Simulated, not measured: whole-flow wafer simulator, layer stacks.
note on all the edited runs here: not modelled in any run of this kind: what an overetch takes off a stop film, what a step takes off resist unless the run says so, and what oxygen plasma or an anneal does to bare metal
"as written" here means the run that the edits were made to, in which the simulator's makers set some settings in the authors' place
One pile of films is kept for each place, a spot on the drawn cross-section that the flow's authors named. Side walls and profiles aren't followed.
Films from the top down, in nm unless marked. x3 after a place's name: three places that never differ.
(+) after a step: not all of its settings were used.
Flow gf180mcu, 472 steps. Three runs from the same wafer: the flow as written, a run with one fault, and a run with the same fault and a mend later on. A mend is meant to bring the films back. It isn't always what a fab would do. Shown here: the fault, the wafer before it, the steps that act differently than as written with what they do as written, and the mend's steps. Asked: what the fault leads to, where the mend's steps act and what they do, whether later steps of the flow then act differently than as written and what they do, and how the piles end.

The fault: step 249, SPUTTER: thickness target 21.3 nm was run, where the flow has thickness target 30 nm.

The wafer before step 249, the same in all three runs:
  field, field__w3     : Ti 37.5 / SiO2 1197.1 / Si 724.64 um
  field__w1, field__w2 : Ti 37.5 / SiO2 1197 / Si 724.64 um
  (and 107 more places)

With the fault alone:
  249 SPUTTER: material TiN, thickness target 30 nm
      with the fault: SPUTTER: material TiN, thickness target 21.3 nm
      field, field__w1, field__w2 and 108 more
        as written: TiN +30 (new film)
        with the fault: TiN +21.3 (new film)
  Later steps of the flow that act differently than as written:
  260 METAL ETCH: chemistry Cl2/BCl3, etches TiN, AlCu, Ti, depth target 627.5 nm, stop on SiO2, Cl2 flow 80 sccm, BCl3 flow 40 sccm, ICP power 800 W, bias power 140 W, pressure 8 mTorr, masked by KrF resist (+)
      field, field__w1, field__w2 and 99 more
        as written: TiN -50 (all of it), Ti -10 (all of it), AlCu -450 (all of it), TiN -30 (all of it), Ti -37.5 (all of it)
        with the fault: TiN -50 (all of it), Ti -10 (all of it), AlCu -450 (all of it), TiN -21.3 (all of it), Ti -37.5 (all of it)
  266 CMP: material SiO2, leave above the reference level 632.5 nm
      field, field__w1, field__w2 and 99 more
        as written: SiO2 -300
        with the fault: SiO2 -308.7
  At the end the piles differ from the flow's by more than 2% or 0.5 nm, whichever is larger, at field__w8, contact, m1 and 6 more.
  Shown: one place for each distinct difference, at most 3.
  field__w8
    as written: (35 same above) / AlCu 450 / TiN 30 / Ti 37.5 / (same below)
    with the fault: (35 same above) / AlCu 450 / TiN 21.3 / Ti 37.5 / (same below)
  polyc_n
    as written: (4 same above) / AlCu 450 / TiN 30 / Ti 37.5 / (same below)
    with the fault: (4 same above) / AlCu 450 / TiN 21.3 / Ti 37.5 / (same below)
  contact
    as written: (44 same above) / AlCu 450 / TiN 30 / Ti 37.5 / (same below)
    with the fault: (44 same above) / AlCu 450 / TiN 21.3 / Ti 37.5 / (same below)

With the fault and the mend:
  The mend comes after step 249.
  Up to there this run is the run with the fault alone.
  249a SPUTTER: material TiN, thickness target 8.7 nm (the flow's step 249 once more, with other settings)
      field, field__w1, field__w2 and 108 more
        TiN +8.7
  No later step of the flow acts differently than as written at any place that is followed.
  At the end the piles are the same as the flow's at every place that both follow.
